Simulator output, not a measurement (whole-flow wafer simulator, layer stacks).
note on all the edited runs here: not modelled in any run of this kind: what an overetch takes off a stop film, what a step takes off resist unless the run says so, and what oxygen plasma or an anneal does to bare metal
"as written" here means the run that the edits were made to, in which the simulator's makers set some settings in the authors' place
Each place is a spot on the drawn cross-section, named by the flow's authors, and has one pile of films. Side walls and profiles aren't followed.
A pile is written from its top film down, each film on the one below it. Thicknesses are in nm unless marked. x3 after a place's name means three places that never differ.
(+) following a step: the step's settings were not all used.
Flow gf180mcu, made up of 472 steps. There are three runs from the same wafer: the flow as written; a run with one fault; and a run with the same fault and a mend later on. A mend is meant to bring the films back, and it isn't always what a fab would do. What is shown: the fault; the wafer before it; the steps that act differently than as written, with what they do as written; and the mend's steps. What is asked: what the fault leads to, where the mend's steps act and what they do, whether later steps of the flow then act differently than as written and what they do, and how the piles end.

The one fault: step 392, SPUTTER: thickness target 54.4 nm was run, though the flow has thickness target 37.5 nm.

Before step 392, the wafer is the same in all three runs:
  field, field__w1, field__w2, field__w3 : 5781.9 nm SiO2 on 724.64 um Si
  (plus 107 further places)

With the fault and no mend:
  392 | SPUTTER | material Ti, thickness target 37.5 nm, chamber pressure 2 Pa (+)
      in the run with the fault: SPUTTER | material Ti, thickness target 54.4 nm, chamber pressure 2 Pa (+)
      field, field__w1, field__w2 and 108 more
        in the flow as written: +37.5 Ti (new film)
        in the run with the fault: +54.4 Ti (new film)
  Steps further on in the flow that do not act as written (1 other step is not shown; it differs only slightly, by no more than 2% or 0.5 nm, whichever is larger):
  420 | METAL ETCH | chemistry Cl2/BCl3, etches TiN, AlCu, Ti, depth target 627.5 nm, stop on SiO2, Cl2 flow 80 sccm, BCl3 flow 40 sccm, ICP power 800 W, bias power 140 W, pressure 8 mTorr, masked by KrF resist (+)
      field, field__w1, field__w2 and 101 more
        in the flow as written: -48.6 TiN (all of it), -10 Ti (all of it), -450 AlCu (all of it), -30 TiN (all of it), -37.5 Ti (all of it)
        in the run with the fault: -48.6 TiN (all of it), -10 Ti (all of it), -450 AlCu (all of it), -30 TiN (all of it), -54.4 Ti (all of it)
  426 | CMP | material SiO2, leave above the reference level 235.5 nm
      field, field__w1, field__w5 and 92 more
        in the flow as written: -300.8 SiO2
        in the run with the fault: -283.9 SiO2
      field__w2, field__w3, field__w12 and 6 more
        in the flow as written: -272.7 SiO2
        in the run with the fault: -255 SiO2
  By the end, the piles at field__w4, field__w8, contact, m1, m1__w1, mim, mim_1p0, m1_nw depart from the flow's by more than 2% or 0.5 nm, whichever is larger.
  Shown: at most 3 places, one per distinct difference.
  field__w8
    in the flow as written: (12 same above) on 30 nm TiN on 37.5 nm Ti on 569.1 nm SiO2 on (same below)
    in the run with the fault: (12 same above) on 30 nm TiN on 54.4 nm Ti on 569.1 nm SiO2 on (same below)
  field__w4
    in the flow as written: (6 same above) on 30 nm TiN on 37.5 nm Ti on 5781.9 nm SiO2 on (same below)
    in the run with the fault: (6 same above) on 30 nm TiN on 54.4 nm Ti on 5781.9 nm SiO2 on (same below)
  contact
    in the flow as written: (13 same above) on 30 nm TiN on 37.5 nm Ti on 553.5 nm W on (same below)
    in the run with the fault: (13 same above) on 30 nm TiN on 54.4 nm Ti on 553.5 nm W on (same below)

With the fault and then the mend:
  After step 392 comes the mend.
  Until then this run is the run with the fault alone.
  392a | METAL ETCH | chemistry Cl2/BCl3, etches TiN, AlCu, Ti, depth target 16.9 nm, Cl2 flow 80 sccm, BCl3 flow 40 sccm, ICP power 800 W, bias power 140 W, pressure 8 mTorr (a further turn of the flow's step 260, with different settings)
      field, field__w1, field__w2 and 108 more
        -16.9 Ti
  Every later step of the flow that is run acts as written at every place that is followed.
  At every place that both follow, the piles at the end match the flow's.
